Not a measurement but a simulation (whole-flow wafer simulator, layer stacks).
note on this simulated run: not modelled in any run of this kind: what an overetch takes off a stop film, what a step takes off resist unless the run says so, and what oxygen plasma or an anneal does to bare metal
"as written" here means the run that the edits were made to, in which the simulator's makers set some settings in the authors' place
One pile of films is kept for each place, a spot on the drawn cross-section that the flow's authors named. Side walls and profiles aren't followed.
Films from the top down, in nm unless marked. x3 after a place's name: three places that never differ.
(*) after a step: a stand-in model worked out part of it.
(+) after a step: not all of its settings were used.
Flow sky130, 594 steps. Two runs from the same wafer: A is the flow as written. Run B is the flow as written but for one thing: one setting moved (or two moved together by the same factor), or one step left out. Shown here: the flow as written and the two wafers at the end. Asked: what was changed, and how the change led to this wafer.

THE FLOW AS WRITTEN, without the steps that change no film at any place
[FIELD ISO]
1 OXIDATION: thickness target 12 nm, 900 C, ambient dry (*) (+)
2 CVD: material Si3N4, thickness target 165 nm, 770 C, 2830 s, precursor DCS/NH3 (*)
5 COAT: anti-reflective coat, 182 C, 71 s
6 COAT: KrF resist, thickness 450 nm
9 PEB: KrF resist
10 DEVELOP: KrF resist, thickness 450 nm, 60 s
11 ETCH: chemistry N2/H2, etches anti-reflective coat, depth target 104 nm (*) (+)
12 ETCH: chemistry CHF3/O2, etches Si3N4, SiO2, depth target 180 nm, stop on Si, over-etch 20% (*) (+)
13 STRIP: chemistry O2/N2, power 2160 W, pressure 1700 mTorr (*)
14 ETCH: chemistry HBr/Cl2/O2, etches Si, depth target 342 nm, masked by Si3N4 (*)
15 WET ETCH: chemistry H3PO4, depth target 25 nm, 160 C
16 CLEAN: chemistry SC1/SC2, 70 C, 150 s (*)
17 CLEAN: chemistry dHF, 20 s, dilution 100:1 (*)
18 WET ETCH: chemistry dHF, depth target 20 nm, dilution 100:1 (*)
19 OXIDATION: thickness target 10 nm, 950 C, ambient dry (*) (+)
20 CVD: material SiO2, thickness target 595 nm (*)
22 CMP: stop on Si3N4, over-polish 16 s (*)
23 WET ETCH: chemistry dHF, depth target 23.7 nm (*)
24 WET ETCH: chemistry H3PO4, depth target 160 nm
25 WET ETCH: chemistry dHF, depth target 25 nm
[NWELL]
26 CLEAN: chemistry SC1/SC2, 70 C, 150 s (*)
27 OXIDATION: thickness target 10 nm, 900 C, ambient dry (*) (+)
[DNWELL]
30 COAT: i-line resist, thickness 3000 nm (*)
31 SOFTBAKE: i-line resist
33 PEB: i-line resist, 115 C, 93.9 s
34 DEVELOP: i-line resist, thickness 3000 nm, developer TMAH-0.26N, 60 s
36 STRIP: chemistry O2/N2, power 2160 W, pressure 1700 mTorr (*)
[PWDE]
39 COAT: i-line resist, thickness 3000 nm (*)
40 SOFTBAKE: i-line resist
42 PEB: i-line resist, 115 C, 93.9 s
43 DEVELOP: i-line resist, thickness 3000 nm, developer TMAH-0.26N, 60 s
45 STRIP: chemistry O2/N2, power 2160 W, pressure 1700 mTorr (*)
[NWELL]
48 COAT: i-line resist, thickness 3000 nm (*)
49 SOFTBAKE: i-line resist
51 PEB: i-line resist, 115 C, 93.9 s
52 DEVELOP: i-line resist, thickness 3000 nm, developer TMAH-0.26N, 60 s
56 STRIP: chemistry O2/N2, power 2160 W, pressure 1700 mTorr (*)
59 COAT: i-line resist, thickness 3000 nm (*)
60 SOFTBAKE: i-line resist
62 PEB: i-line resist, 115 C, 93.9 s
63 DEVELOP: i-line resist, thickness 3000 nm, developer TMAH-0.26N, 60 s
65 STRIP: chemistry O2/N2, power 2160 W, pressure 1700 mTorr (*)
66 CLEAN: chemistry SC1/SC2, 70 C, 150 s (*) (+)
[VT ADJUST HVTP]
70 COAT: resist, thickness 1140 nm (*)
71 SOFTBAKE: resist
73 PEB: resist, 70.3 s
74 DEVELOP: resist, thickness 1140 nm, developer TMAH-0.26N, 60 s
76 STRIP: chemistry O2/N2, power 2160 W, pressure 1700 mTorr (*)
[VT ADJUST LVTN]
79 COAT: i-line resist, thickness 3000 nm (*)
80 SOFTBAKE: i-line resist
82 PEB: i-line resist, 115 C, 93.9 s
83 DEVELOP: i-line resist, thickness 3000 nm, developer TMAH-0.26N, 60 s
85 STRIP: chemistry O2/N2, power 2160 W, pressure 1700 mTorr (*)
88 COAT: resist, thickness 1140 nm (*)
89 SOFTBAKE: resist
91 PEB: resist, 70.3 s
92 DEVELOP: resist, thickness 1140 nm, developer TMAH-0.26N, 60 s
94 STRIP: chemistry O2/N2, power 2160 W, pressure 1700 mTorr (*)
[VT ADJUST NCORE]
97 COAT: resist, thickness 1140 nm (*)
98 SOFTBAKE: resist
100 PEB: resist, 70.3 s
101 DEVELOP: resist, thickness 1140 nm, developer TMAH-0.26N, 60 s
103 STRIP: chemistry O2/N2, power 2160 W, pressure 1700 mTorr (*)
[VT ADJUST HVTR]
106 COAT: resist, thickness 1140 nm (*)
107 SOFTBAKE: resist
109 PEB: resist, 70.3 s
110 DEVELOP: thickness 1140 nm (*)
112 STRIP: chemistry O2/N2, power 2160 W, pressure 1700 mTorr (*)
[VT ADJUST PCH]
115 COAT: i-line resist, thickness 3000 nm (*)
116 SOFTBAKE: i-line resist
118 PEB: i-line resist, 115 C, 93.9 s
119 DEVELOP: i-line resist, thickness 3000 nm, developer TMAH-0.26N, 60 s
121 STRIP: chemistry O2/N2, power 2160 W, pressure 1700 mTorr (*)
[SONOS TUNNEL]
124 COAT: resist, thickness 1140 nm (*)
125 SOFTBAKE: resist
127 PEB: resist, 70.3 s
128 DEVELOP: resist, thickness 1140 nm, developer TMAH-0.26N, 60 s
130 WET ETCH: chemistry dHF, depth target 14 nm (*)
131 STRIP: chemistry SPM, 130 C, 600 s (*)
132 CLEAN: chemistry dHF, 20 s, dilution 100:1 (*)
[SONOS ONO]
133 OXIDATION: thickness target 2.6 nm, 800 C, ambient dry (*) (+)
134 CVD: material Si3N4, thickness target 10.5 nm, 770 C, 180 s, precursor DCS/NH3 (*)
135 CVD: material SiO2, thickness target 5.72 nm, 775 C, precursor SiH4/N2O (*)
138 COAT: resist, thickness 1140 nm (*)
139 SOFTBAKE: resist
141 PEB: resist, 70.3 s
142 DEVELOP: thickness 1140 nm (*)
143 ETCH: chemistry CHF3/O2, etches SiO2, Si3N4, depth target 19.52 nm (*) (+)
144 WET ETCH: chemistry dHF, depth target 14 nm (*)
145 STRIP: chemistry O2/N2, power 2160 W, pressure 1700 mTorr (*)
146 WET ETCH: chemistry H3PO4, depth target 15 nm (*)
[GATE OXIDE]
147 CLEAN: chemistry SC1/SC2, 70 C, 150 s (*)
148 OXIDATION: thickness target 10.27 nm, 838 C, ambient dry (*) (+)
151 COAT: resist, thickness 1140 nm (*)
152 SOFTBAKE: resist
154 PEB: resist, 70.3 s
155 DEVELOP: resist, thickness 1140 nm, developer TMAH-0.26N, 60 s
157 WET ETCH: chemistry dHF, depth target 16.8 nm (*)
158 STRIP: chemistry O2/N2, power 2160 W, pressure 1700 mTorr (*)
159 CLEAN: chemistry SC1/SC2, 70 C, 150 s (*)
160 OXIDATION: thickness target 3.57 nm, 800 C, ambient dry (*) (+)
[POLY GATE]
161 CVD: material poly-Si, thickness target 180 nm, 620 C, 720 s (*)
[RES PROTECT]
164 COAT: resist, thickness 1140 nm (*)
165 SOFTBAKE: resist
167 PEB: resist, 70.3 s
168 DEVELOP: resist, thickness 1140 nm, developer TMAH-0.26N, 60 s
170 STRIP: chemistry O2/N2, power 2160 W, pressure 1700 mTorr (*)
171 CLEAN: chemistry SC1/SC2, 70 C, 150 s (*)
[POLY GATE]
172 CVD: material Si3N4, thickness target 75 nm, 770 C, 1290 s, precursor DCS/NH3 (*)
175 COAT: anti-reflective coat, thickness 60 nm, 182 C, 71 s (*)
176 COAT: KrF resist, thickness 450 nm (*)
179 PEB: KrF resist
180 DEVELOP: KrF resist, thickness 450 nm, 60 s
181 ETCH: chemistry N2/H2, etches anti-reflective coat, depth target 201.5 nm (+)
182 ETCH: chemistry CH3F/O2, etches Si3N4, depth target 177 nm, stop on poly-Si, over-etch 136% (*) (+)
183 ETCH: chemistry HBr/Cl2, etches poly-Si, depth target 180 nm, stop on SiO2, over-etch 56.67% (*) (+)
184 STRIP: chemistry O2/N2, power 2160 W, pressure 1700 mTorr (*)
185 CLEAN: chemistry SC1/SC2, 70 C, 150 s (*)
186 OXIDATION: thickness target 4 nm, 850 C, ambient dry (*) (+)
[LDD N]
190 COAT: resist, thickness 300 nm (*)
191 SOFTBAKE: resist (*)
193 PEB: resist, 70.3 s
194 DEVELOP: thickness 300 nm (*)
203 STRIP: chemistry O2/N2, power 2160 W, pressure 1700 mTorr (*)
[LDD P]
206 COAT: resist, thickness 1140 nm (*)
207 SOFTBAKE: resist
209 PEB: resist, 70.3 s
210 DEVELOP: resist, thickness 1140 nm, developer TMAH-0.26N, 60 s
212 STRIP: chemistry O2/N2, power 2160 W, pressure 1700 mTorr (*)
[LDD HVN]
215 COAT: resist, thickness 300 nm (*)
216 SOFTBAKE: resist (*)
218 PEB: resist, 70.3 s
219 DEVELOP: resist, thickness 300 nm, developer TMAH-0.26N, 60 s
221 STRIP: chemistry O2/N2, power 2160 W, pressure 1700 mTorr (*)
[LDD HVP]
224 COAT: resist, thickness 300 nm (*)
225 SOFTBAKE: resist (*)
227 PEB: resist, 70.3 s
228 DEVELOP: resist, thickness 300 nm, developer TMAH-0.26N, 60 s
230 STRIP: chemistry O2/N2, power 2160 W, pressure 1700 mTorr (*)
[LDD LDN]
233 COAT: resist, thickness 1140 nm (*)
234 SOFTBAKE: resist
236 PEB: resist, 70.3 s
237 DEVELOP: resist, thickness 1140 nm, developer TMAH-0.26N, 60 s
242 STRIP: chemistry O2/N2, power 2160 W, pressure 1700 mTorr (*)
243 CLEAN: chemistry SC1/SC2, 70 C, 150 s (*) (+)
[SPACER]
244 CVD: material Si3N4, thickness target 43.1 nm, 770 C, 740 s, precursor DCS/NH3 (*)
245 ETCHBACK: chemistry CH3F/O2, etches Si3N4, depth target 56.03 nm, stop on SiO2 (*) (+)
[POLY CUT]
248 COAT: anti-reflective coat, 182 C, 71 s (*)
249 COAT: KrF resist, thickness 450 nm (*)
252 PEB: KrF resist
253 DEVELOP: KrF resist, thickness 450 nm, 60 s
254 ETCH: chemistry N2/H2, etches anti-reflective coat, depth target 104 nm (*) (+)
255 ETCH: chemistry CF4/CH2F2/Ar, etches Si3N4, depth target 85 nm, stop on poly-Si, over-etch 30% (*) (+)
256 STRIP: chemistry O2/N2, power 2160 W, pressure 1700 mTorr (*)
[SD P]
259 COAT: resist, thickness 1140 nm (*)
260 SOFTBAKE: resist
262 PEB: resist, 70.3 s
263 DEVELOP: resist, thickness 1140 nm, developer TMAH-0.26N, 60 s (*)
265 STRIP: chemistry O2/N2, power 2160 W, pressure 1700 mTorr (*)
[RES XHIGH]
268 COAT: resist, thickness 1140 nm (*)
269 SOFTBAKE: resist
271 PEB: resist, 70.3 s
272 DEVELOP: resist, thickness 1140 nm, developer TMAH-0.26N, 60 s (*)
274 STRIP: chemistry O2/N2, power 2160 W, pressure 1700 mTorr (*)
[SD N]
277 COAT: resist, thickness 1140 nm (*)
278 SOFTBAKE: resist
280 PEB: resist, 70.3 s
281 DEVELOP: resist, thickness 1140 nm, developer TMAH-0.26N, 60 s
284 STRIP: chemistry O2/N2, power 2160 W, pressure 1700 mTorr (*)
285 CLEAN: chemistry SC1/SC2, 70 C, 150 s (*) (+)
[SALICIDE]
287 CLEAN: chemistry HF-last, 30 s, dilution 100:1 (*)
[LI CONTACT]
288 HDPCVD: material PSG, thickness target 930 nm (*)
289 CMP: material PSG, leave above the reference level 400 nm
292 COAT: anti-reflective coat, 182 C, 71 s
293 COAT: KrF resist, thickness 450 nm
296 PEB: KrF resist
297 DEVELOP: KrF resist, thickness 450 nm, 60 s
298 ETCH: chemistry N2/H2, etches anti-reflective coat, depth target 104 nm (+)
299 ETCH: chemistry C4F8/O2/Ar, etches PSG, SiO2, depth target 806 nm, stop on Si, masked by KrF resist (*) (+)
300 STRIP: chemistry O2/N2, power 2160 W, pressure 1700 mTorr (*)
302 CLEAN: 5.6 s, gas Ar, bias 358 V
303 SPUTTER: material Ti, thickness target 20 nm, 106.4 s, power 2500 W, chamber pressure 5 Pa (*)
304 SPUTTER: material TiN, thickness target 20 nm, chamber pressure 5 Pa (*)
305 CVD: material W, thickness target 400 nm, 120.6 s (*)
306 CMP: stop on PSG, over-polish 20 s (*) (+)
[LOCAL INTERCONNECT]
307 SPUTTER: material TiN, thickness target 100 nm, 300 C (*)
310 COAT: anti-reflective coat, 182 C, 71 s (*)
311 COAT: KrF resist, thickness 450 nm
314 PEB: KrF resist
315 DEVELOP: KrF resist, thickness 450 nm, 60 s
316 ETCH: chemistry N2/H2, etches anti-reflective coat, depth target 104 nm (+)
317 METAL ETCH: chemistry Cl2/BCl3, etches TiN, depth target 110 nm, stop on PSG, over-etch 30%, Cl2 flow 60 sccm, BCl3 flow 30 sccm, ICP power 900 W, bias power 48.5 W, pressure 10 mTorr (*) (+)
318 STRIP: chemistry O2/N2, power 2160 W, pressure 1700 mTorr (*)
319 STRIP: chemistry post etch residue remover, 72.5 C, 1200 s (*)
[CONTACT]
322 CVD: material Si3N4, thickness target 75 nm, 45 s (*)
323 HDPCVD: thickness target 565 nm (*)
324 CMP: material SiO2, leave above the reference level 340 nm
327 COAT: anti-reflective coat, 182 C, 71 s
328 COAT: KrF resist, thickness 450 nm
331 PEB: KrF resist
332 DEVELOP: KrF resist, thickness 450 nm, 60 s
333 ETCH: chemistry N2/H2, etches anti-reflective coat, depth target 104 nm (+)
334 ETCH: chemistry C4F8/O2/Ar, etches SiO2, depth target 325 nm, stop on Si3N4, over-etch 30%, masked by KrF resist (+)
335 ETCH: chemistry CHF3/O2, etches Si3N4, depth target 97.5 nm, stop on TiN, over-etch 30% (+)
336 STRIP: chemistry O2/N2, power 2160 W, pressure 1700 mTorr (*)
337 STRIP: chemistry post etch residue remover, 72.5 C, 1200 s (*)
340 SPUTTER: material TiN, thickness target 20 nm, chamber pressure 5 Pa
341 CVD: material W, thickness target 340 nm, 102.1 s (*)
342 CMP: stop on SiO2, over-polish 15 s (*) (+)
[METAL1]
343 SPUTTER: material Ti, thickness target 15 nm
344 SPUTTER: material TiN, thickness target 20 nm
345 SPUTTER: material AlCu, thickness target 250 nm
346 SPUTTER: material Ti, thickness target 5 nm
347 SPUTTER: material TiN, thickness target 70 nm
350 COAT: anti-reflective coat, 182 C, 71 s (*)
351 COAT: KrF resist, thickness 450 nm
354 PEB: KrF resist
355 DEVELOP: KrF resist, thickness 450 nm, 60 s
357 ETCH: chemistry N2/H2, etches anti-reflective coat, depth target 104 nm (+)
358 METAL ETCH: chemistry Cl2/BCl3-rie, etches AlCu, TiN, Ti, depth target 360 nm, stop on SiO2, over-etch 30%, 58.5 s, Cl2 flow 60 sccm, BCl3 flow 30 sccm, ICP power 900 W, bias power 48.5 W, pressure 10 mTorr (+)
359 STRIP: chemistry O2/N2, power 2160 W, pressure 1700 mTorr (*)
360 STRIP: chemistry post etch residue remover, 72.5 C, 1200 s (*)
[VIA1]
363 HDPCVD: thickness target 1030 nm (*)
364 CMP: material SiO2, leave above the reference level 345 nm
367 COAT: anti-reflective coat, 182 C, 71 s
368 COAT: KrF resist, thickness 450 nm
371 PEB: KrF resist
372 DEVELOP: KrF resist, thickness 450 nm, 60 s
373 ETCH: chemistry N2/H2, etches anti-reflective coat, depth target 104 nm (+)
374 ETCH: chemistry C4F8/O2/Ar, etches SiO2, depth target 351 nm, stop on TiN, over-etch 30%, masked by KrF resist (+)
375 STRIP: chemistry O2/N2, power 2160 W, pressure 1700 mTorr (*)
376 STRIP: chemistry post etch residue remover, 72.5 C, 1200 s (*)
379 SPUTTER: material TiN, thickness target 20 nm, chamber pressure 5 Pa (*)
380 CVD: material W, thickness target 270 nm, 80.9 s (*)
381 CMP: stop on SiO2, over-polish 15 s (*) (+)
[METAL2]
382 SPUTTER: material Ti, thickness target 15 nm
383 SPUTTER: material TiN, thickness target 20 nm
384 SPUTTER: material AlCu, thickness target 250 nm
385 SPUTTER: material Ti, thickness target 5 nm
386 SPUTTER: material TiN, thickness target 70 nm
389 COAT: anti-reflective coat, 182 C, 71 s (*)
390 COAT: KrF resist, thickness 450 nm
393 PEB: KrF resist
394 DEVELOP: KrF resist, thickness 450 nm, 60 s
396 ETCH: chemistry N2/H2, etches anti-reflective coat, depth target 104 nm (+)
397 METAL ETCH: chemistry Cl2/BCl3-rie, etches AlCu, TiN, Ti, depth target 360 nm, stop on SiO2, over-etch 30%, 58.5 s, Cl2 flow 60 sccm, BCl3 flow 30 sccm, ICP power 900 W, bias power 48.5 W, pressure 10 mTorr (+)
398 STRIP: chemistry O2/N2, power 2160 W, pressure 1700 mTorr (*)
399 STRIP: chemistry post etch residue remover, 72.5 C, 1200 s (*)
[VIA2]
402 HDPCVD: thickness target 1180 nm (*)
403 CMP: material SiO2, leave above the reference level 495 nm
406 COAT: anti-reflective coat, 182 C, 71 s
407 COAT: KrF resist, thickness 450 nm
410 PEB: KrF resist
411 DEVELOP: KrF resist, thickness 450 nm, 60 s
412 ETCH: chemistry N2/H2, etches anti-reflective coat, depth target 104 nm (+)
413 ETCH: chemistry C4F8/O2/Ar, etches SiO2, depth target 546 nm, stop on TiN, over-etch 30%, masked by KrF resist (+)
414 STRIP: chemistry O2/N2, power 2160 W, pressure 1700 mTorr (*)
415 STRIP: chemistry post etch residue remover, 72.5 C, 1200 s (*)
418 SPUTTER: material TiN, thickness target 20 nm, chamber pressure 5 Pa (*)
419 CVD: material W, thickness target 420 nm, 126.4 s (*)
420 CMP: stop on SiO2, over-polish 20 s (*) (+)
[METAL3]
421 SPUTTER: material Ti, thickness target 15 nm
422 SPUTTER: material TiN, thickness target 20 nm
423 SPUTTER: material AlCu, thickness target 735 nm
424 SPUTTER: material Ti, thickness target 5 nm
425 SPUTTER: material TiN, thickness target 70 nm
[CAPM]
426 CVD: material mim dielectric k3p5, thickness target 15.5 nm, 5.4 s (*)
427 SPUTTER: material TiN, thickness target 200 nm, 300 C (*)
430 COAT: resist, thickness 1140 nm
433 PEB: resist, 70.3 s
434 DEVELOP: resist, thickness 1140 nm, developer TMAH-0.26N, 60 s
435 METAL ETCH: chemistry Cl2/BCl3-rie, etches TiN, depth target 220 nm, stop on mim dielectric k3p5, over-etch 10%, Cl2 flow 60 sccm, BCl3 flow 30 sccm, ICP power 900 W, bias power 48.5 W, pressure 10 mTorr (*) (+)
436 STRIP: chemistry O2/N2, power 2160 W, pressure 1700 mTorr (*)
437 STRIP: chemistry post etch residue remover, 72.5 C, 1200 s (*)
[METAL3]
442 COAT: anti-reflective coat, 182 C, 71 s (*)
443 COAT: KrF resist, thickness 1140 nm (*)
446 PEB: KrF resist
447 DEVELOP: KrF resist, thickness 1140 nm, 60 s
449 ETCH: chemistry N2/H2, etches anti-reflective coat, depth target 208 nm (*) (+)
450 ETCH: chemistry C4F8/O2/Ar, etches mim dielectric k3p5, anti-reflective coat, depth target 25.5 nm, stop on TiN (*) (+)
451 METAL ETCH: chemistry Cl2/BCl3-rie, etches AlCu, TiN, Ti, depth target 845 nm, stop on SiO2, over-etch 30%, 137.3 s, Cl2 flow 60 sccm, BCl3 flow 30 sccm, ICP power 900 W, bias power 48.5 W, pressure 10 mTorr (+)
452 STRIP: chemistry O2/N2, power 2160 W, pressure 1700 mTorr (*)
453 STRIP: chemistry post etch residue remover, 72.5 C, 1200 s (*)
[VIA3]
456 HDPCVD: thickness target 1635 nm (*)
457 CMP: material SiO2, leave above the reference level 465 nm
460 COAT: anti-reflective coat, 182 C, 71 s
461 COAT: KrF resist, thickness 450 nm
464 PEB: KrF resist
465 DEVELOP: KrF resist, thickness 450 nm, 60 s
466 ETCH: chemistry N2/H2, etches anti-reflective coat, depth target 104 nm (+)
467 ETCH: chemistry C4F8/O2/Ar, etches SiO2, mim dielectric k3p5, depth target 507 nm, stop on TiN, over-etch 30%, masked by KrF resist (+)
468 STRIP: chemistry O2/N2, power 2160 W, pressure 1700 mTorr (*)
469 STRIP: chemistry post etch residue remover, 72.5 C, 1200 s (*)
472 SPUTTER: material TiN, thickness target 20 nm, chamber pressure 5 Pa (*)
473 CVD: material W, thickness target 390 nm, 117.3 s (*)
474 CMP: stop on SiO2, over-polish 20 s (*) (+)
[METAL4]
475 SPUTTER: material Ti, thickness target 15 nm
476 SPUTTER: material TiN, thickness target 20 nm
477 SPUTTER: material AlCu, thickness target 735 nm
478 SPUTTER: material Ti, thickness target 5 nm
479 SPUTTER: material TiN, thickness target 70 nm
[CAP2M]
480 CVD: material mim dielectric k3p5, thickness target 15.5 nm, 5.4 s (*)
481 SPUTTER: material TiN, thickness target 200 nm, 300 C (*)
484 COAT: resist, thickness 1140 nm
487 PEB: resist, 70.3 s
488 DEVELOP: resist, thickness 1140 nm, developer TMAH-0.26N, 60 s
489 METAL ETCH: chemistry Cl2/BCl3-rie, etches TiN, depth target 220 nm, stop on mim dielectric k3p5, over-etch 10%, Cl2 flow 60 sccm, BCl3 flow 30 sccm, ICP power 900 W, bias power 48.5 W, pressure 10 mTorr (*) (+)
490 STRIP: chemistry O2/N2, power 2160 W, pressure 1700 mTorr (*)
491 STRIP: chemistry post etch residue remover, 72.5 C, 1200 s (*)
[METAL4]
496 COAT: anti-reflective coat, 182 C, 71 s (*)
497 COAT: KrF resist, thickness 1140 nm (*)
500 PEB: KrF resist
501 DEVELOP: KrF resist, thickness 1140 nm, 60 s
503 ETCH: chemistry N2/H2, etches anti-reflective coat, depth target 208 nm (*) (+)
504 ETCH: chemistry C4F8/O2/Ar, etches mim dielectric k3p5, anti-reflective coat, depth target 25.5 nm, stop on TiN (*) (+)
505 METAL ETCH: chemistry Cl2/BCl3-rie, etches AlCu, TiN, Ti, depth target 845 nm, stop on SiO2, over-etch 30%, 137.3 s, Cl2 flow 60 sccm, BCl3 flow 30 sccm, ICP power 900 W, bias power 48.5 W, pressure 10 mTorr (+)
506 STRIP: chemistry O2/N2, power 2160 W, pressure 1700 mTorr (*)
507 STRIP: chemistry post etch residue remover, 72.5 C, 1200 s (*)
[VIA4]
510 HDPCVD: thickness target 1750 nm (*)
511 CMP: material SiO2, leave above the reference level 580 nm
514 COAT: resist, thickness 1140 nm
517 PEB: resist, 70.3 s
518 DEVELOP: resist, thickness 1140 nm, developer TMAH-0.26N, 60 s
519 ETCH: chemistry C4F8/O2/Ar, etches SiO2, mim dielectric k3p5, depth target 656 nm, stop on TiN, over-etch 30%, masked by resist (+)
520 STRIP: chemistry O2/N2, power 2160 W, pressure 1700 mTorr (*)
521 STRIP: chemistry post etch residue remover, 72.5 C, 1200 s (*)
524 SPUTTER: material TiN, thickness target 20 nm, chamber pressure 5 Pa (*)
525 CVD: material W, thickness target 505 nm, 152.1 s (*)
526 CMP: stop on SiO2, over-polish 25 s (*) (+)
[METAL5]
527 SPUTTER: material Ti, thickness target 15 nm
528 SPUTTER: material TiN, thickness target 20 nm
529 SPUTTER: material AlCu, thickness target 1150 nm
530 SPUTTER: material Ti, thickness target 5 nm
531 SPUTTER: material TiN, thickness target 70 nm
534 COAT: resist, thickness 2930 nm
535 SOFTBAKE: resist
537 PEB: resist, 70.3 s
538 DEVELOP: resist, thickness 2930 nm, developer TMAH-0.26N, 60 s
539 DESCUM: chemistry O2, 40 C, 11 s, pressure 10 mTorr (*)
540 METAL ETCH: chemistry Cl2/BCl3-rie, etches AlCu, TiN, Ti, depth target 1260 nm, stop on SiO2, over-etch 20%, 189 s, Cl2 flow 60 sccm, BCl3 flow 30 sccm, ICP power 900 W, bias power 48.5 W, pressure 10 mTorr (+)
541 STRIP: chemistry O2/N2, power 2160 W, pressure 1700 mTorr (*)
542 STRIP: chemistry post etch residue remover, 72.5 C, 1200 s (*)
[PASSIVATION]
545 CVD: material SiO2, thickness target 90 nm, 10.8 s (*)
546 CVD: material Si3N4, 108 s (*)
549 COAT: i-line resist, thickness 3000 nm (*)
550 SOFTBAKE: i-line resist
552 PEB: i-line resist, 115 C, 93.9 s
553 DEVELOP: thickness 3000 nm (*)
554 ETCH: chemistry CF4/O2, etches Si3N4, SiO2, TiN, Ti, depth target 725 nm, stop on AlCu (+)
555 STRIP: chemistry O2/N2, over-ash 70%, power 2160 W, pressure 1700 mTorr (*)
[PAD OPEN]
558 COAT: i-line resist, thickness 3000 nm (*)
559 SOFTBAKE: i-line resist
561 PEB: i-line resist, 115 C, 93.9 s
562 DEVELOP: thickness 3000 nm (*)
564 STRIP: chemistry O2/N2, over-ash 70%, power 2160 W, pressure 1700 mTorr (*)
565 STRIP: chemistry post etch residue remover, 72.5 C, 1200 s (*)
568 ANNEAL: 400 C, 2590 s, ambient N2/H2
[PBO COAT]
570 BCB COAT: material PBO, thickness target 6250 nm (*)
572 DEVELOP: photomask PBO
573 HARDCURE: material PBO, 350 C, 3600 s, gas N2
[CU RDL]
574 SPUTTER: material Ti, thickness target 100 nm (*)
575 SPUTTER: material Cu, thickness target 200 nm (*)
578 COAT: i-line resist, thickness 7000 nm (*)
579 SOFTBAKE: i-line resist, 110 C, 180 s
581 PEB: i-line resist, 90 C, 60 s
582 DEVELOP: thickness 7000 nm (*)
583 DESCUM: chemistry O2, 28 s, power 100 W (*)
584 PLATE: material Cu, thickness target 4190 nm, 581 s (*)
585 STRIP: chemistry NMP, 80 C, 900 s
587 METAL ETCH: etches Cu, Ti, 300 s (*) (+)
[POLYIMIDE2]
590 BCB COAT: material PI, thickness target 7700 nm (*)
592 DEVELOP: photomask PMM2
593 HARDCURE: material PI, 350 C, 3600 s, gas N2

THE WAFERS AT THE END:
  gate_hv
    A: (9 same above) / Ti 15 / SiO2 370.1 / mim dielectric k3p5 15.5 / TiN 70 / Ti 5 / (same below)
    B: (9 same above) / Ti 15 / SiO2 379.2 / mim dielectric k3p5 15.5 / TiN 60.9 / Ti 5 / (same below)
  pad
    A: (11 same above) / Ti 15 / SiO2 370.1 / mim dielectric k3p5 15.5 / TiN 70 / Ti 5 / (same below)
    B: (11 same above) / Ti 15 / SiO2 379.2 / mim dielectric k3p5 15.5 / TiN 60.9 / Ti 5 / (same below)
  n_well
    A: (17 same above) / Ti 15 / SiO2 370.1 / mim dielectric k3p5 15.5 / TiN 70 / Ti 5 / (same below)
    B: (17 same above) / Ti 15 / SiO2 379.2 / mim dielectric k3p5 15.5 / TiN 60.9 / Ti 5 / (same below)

The cause: step 425, SPUTTER: thickness target 60.9 nm was run, where the flow has thickness target 70 nm.
It can be read off the wafer: gate_hv has TiN 60.9, and step 425 as written asks for 70 nm.

How the change led to this, step by step:
  425 SPUTTER: material TiN, thickness target 70 nm
      field, active, n_well and 188 more: A TiN +70 (new film) | B TiN +60.9 (new film)
  451 METAL ETCH: chemistry Cl2/BCl3-rie, etches AlCu, TiN, Ti, depth target 845 nm, stop on SiO2, over-etch 30%, 137.3 s, Cl2 flow 60 sccm, BCl3 flow 30 sccm, ICP power 900 W, bias power 48.5 W, pressure 10 mTorr (+)
      field, gate, spacer and 68 more: A TiN -70 (all of it), Ti -5 (all of it), AlCu -735 (all of it), TiN -20 (all of it), Ti -15 (all of it), SiO2 -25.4 | B TiN -60.9 (all of it), Ti -5 (all of it), AlCu -735 (all of it), TiN -20 (all of it), Ti -15 (all of it), SiO2 -26.3
      active, vpp_ln, vpp_iso2 and 11 more: A TiN -70 (all of it), Ti -5 (all of it), AlCu -735 (all of it), TiN -20 (all of it), Ti -15 (all of it), SiO2 -25.3 | B TiN -60.9 (all of it), Ti -5 (all of it), AlCu -735 (all of it), TiN -20 (all of it), Ti -15 (all of it), SiO2 -26.3
  467 ETCH: chemistry C4F8/O2/Ar, etches SiO2, mim dielectric k3p5, depth target 507 nm, stop on TiN, over-etch 30%, masked by KrF resist (+)
      m1: A SiO2 -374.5 (all of it), mim dielectric k3p5 -15.5 (all of it) | B SiO2 -383.6 (all of it), mim dielectric k3p5 -15.5 (all of it)
      via3_hole: A SiO2 -373.9 (all of it), mim dielectric k3p5 -15.5 (all of it) | B SiO2 -383 (all of it), mim dielectric k3p5 -15.5 (all of it)
